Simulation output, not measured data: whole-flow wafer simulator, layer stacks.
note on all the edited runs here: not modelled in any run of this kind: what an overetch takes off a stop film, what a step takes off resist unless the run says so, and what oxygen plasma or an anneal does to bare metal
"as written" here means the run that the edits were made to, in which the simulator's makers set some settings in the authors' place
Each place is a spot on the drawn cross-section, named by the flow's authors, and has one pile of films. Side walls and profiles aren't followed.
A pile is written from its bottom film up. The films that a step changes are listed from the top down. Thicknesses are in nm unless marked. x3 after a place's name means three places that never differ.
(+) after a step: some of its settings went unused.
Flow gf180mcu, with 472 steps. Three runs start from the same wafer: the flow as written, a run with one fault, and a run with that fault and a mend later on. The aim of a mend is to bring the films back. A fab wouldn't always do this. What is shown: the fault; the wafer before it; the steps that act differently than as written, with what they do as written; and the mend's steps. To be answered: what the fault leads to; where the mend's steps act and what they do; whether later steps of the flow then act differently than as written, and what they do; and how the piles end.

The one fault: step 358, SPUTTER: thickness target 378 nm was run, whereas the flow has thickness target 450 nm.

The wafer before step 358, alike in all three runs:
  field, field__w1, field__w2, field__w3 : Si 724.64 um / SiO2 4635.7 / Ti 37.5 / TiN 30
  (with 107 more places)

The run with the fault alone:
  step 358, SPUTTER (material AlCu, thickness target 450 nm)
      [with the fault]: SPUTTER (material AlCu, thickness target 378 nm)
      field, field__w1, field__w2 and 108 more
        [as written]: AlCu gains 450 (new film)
        [with the fault]: AlCu gains 378 (new film)
  Steps later in the flow that act otherwise than as written:
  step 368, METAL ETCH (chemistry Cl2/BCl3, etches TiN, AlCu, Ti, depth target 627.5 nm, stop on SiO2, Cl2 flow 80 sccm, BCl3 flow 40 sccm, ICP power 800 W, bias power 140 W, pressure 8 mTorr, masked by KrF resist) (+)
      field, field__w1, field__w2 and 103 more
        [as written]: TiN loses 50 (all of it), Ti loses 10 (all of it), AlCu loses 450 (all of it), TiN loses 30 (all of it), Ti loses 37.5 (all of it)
        [with the fault]: TiN loses 50 (all of it), Ti loses 10 (all of it), AlCu loses 378 (all of it), TiN loses 30 (all of it), Ti loses 37.5 (all of it)
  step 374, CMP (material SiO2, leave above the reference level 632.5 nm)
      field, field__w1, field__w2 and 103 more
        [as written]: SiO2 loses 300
        [with the fault]: SiO2 loses 372
  At field__w8, contact, m1, m1__w1, m1_nw, the piles at the end differ from the flow's by more than 2% or 0.5 nm, whichever is larger.
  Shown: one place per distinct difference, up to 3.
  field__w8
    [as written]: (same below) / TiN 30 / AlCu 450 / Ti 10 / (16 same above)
    [with the fault]: (same below) / TiN 30 / AlCu 378 / Ti 10 / (16 same above)
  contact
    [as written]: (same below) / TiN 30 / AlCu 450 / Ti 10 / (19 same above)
    [with the fault]: (same below) / TiN 30 / AlCu 378 / Ti 10 / (19 same above)

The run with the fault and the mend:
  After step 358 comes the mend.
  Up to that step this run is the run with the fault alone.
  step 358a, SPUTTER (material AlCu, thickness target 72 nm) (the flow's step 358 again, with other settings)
      field, field__w1, field__w2 and 108 more
        AlCu gains 72
  None of the later steps of the flow acts differently than as written at any place that is followed.
  By the end, the piles equal the flow's at every place that both follow.
